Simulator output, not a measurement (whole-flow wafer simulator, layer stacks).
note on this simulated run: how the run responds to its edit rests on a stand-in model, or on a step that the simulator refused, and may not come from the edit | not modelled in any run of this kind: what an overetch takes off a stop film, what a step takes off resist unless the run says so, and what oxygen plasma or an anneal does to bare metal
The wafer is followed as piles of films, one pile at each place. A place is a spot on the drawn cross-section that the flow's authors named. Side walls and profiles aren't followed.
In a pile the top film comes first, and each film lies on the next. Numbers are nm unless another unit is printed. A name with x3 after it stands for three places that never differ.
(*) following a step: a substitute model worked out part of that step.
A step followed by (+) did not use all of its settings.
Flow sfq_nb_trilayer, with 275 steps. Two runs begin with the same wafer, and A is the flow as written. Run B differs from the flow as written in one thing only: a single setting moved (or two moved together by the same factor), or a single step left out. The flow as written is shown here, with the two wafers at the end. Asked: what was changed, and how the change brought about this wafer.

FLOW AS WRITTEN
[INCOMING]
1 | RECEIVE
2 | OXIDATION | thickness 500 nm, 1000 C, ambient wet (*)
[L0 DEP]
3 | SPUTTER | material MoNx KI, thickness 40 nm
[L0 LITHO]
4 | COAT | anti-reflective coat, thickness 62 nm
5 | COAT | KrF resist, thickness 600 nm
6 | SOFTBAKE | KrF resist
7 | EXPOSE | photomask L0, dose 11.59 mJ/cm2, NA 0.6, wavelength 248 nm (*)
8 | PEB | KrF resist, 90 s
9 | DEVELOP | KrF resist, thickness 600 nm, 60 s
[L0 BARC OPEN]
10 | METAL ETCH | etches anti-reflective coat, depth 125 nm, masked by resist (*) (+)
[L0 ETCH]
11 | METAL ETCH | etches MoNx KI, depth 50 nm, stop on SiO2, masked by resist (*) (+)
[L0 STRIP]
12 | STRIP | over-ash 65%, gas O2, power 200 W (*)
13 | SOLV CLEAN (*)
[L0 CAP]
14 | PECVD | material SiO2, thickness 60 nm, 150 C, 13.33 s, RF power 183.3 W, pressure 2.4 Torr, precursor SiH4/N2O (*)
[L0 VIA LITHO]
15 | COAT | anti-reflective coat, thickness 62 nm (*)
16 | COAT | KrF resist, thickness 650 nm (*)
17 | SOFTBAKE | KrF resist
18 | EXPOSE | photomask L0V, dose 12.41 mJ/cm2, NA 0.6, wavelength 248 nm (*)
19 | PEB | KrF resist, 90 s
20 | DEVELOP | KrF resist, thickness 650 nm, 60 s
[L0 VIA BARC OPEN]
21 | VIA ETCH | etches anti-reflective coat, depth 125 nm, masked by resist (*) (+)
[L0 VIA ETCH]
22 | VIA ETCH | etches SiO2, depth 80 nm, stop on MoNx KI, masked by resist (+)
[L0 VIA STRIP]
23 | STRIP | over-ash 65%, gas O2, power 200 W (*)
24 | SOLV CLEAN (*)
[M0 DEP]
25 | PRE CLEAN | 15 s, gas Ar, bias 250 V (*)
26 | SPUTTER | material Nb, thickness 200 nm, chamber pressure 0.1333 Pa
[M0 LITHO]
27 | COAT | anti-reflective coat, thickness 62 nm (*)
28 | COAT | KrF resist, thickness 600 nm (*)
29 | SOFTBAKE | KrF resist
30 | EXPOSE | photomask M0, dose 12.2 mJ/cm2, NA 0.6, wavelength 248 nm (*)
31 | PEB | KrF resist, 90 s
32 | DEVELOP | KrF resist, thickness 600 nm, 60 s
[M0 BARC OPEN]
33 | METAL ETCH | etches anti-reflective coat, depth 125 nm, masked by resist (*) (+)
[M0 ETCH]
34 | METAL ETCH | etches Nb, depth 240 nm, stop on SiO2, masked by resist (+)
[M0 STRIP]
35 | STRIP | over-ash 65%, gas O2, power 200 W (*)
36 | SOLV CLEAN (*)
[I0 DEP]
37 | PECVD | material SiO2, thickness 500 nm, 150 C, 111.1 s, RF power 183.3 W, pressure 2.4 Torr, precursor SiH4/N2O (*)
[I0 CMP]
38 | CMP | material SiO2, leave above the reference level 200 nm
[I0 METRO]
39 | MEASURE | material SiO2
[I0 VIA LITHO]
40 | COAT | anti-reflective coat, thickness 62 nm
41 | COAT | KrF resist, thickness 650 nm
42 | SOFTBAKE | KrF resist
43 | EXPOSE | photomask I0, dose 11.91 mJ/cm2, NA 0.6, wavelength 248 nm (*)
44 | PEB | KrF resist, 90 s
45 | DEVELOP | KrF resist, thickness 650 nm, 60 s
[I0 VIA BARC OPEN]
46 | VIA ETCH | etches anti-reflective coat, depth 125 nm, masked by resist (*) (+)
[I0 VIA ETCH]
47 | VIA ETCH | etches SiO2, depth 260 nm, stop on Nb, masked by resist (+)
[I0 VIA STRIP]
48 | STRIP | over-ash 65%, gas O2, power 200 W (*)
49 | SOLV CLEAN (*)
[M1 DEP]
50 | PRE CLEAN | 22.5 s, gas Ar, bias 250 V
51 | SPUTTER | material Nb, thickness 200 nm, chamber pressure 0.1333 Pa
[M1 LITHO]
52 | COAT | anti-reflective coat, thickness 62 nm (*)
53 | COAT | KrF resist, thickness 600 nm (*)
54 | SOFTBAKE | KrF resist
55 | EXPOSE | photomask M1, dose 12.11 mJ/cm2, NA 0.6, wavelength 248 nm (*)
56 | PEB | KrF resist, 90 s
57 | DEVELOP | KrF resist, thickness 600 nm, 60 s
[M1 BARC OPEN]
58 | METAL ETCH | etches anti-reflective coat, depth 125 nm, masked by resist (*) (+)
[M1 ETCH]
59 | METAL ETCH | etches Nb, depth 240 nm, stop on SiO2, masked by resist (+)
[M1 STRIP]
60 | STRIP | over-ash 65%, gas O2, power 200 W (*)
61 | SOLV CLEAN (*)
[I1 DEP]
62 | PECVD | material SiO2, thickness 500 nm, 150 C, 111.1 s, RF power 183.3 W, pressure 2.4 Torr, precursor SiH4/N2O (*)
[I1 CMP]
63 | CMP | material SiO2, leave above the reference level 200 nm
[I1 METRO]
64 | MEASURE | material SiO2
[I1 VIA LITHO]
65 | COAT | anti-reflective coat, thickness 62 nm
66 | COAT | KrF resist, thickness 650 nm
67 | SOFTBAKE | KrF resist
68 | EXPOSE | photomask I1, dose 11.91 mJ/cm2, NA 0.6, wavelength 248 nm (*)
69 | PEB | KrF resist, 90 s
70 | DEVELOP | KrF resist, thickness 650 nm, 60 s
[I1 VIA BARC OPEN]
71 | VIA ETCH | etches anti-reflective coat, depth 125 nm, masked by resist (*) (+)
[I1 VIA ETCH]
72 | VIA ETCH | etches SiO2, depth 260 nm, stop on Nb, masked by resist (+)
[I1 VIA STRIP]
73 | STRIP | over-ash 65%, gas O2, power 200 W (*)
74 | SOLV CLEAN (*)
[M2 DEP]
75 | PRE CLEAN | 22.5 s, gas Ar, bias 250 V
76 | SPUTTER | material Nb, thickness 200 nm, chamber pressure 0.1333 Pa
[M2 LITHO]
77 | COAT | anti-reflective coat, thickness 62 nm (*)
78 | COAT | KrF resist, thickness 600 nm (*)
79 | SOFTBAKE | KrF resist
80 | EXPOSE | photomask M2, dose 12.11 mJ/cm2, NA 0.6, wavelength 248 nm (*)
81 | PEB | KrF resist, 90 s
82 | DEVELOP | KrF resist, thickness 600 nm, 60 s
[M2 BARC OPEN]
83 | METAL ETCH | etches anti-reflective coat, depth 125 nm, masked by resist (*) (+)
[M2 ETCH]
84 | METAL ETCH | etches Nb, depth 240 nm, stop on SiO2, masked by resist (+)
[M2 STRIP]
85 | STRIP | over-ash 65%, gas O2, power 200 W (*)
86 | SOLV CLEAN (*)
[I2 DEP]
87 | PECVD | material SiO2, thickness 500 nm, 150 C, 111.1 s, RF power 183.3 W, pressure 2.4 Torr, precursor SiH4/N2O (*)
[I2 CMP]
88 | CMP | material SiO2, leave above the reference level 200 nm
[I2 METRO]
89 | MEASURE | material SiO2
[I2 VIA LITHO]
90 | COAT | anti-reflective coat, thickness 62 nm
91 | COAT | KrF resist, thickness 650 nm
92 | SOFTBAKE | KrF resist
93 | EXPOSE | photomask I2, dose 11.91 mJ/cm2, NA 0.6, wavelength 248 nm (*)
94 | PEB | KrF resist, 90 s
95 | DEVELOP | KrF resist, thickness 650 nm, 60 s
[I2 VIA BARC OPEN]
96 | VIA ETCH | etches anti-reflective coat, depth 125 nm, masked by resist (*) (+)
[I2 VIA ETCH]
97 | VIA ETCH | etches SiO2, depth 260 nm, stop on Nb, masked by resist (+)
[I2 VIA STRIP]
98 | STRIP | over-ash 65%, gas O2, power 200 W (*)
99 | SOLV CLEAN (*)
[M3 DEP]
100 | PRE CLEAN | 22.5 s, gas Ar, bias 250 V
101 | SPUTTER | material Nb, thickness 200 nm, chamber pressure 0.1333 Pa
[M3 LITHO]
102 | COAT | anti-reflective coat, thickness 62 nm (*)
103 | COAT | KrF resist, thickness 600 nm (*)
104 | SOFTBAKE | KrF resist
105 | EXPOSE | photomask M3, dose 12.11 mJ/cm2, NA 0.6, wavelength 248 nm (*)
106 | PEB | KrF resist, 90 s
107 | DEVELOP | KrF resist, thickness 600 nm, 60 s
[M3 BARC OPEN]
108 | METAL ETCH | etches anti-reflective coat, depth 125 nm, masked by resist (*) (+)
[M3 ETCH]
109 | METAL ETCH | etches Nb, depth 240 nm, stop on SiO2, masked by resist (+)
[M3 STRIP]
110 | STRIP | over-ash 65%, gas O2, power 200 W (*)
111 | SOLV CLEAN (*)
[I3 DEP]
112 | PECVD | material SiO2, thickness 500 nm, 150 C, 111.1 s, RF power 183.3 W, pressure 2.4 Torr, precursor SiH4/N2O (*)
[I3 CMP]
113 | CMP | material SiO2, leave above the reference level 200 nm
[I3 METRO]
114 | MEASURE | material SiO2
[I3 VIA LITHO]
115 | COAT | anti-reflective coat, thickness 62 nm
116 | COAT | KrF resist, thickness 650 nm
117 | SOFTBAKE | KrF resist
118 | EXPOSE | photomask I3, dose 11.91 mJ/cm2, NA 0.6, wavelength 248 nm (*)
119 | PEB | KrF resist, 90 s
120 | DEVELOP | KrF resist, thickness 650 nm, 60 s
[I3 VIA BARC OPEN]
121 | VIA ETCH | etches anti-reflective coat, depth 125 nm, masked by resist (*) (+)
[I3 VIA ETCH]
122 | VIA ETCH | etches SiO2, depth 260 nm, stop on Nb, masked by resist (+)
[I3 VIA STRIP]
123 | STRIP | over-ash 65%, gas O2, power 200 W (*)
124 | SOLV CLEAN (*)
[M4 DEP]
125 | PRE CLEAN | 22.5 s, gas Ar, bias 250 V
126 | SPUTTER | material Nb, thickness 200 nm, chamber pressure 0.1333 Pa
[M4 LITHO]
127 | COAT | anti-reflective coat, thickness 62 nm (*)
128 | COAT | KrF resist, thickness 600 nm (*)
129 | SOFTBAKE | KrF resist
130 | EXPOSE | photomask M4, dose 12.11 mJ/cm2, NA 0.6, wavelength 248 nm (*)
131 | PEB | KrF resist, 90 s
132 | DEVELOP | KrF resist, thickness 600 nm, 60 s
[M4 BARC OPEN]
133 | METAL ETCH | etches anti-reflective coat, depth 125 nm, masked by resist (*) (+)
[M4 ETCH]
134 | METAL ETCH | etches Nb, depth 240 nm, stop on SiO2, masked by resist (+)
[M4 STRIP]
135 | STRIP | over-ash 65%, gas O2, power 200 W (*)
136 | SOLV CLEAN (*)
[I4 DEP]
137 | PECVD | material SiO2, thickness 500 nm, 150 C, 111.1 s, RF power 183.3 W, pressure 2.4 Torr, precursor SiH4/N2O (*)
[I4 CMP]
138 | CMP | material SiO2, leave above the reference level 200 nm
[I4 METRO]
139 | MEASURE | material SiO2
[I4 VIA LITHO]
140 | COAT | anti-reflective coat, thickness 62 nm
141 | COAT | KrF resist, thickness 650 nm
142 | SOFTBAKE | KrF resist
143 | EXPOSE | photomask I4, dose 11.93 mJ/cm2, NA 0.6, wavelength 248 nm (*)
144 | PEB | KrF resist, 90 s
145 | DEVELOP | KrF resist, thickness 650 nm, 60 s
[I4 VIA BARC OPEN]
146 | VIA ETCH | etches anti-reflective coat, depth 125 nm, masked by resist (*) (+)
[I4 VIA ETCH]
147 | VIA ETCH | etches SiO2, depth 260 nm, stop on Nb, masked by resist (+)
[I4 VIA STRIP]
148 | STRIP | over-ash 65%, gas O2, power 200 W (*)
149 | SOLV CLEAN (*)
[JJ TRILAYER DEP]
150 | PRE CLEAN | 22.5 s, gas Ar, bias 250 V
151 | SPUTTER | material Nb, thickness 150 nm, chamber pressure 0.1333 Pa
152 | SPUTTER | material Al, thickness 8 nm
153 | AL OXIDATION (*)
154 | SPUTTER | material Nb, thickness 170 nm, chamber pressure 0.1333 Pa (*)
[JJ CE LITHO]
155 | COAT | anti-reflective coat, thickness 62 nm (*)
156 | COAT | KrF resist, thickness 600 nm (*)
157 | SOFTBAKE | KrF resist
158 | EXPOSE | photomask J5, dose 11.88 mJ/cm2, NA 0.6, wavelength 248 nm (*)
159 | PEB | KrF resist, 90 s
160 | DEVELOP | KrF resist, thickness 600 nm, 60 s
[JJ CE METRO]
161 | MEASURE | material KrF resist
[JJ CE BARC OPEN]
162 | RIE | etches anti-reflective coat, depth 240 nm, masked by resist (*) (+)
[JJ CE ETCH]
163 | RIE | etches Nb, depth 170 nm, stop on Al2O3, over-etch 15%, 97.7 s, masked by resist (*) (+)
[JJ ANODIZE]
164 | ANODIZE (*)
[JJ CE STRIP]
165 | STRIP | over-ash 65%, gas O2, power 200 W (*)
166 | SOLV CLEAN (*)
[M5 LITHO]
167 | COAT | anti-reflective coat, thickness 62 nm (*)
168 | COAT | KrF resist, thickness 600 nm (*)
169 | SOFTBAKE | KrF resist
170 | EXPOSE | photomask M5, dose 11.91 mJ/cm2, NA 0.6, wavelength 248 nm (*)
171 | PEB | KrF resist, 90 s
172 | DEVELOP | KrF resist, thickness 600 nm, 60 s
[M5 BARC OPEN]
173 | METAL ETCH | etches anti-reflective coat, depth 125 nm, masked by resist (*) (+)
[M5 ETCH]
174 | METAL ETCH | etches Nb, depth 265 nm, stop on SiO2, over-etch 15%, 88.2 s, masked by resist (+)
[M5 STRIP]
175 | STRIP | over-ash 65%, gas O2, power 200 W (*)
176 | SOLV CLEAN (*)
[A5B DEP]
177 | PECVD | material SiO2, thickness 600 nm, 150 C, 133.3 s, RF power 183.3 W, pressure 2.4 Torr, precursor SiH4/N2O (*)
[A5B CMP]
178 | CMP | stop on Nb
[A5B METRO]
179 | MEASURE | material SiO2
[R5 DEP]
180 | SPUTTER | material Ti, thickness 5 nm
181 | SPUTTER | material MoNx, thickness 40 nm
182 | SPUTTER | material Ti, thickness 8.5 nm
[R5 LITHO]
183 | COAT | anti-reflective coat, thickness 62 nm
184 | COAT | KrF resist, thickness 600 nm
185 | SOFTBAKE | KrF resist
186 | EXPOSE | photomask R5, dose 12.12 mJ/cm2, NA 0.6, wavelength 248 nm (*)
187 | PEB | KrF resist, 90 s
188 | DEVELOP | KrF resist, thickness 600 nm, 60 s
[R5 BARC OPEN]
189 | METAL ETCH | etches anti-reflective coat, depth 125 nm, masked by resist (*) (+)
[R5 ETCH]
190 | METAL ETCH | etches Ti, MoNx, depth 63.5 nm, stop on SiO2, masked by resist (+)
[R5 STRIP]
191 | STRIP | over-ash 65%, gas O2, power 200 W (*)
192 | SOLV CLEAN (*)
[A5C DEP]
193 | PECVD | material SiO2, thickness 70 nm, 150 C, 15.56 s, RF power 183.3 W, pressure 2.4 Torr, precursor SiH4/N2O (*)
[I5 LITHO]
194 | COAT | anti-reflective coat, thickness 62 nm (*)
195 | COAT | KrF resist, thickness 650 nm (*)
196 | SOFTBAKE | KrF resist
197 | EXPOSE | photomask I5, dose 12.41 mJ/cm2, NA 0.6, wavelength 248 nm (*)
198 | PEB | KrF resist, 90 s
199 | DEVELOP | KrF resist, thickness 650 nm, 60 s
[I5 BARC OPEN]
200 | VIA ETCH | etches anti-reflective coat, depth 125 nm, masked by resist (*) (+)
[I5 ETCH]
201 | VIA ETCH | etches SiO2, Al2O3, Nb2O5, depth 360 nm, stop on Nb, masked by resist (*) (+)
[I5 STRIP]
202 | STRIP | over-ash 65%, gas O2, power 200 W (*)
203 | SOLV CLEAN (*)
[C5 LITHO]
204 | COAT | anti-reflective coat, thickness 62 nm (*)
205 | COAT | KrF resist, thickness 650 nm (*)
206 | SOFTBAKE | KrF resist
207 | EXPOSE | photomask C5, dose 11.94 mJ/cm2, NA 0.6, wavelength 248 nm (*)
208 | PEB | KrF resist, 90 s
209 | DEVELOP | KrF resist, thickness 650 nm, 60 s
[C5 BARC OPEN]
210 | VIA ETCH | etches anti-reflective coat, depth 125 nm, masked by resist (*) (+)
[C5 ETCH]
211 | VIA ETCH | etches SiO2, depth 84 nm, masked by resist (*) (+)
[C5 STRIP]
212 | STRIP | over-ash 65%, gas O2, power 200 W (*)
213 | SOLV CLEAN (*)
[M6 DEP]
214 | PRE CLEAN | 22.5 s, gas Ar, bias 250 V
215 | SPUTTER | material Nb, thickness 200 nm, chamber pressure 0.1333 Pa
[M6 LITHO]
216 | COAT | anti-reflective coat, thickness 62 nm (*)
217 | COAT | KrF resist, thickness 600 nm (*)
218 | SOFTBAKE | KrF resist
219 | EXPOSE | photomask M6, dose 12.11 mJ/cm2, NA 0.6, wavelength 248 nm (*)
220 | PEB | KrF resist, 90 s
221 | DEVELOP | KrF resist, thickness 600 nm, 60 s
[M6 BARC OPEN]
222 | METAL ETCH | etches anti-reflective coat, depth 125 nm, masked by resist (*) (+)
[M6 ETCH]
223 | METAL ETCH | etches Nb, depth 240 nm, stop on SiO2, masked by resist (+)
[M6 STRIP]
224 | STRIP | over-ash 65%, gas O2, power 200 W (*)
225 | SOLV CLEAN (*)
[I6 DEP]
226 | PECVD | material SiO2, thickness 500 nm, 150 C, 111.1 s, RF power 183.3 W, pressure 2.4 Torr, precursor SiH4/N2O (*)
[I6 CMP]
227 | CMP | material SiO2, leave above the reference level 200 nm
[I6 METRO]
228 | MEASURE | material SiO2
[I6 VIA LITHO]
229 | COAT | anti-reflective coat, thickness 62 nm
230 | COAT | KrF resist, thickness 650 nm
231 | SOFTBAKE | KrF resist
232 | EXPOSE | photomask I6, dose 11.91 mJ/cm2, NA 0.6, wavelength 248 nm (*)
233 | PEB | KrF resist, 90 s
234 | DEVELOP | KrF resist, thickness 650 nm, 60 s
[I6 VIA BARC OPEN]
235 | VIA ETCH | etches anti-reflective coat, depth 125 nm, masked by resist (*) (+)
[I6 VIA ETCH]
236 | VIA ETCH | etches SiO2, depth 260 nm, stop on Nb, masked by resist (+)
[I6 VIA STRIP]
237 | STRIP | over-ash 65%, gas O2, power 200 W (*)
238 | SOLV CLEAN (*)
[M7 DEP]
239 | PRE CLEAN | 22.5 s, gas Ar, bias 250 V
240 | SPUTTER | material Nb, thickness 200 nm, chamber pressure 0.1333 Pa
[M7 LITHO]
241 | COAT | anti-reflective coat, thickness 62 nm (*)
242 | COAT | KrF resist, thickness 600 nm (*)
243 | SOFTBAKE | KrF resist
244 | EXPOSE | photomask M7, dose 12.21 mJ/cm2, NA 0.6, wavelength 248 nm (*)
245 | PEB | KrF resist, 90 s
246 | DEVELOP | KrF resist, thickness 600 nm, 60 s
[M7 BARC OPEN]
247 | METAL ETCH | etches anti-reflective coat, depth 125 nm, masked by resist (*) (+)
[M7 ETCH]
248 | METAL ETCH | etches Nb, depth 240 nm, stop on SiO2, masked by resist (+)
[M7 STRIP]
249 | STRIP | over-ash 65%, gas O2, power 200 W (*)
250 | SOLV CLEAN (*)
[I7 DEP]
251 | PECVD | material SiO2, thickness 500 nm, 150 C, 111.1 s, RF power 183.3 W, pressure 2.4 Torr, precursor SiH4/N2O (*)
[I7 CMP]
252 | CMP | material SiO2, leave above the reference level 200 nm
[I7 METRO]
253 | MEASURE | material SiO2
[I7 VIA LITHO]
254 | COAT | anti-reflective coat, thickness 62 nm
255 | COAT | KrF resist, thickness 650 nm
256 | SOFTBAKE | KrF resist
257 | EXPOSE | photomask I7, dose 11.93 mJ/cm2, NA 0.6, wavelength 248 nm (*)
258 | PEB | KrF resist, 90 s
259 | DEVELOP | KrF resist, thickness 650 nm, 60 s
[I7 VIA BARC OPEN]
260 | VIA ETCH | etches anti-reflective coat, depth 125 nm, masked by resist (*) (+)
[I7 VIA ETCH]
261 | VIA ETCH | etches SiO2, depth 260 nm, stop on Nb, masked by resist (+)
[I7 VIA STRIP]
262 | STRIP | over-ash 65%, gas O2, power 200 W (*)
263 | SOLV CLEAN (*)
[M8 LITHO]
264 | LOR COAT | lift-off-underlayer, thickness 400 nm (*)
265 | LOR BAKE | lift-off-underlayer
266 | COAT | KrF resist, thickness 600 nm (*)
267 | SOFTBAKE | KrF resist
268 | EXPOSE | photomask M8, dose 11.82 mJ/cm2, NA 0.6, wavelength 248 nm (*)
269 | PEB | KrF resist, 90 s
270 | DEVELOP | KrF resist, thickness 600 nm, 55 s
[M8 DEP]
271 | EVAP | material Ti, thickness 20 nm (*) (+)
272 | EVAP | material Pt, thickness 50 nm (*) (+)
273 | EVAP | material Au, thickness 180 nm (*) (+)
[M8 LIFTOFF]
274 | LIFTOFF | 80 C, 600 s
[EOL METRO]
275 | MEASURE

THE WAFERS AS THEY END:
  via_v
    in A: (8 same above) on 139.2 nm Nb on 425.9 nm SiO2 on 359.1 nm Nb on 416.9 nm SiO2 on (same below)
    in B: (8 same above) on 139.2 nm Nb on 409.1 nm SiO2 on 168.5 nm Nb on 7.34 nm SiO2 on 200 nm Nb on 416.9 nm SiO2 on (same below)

Cause: step 122, VIA ETCH: depth 185 nm was run, whereas the flow has depth 260 nm.

Step by step, how the change led to this:
  122 | VIA ETCH | etches SiO2, depth 260 nm, stop on Nb, masked by resist (+)
      via_v: A SiO2 loses 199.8 (all of it) | B SiO2 loses 185
      field_l, v_sur, via_wl and 102 more: A KrF resist loses 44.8 | B KrF resist loses 31.9
  123 | STRIP | over-ash 65%, gas O2, power 200 W (*)
      field_l, v_sur, via_wl and 102 more: A KrF resist loses 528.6 (all of it), anti-reflective coat loses 62 (all of it) | B KrF resist loses 541.5 (all of it), anti-reflective coat loses 62 (all of it)
  125 | PRE CLEAN | 22.5 s, gas Ar, bias 250 V
      via_v: A Nb loses 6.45 | B SiO2 loses 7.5
  126 | SPUTTER | material Nb, thickness 200 nm, chamber pressure 0.1333 Pa
      via_v: A Nb gains 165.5 | B Nb gains 168.5 (new film)
  127 | COAT | anti-reflective coat, thickness 62 nm (*)
      via_v: A anti-reflective coat gains 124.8 (new film) | B anti-reflective coat gains 115.2 (new film)
      wire: A anti-reflective coat gains 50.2 (new film) | B anti-reflective coat gains 48.6 (new film)
  135 | STRIP | over-ash 65%, gas O2, power 200 W (*)
      via_v: A KrF resist loses 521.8 (all of it), anti-reflective coat loses 124.8 (all of it) | B KrF resist loses 515.2 (all of it), anti-reflective coat loses 115.2 (all of it)
      wire: A KrF resist loses 374.5 (all of it), anti-reflective coat loses 50.2 (all of it) | B KrF resist loses 376.2 (all of it), anti-reflective coat loses 48.6 (all of it)
  137 | PECVD | material SiO2, thickness 500 nm, 150 C, 111.1 s, RF power 183.3 W, pressure 2.4 Torr, precursor SiH4/N2O (*)
      via_v: A SiO2 gains 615 (new film) | B SiO2 gains 573.7 (new film)
  138 | CMP | material SiO2, leave above the reference level 200 nm
      via_v: A SiO2 loses 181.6 | B SiO2 loses 157.1
If metal films that touch count as one body, via_v has 7 bodies (between them, from the top down: SiO2 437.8; SiO2 209 / Al2O3 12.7 / Nb2O5 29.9; SiO2 409.1; SiO2 7.34; SiO2 416.9; SiO2 192.5); the flow as written gives 6 bodies (between them, from the top down: SiO2 437.8; SiO2 209 / Al2O3 12.7 / Nb2O5 29.9; SiO2 425.9; SiO2 416.9; SiO2 192.5).
